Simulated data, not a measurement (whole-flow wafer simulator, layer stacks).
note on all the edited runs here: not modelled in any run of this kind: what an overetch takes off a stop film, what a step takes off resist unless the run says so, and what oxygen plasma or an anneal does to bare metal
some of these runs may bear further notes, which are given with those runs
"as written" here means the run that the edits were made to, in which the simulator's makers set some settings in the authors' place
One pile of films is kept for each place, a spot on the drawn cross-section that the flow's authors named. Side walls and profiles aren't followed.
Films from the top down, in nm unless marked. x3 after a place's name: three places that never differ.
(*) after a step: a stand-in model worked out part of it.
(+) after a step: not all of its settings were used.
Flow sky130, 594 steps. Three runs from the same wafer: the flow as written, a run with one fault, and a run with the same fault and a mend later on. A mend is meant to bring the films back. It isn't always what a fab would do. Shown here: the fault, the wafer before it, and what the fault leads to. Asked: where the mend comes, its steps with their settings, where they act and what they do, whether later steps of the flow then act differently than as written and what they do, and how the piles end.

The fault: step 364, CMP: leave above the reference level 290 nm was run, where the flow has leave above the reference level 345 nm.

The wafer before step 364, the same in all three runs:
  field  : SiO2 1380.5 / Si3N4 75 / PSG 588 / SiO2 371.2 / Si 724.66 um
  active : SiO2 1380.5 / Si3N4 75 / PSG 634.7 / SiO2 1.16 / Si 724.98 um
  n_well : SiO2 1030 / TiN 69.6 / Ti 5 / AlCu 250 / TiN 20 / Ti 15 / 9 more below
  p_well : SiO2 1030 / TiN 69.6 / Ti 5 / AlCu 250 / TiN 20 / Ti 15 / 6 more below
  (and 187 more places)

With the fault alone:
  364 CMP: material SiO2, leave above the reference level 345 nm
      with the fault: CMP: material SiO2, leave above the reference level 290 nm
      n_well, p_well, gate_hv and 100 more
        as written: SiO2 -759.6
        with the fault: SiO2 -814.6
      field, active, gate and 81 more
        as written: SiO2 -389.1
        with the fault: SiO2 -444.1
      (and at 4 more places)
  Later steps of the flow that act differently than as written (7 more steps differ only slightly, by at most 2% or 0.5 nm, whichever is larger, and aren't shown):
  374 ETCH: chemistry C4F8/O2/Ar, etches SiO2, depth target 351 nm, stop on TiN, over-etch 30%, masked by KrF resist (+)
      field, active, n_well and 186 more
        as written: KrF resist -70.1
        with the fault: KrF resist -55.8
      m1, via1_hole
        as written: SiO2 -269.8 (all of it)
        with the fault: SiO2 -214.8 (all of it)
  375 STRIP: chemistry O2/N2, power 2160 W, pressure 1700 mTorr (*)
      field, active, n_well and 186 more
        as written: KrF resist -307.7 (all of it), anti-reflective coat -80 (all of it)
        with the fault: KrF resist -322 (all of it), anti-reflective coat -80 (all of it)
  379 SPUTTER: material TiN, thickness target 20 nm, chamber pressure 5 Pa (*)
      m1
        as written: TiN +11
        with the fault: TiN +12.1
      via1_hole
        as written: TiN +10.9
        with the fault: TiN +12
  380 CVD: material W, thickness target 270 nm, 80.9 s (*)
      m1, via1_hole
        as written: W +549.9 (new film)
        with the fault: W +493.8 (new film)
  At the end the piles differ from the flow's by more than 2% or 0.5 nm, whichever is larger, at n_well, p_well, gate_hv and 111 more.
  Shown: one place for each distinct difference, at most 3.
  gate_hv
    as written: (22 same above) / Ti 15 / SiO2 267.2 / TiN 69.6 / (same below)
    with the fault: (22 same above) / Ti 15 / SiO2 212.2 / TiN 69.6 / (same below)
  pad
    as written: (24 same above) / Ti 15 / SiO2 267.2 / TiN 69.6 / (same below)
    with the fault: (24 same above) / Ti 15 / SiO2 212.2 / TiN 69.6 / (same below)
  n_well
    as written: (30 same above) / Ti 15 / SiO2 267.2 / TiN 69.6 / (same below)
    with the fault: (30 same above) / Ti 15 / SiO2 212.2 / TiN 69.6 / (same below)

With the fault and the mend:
  The mend comes after step 364.
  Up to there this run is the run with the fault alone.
  364a HDPCVD: thickness target 55 nm (*) (the flow's step 363 once more, with other settings)
      field, active, n_well and 188 more
        SiO2 +55
  No later step of the flow acts differently than as written, at any place that is followed, by more than 2% or 0.5 nm, whichever is larger.
  At the end the piles are the same as the flow's at every place that both follow.
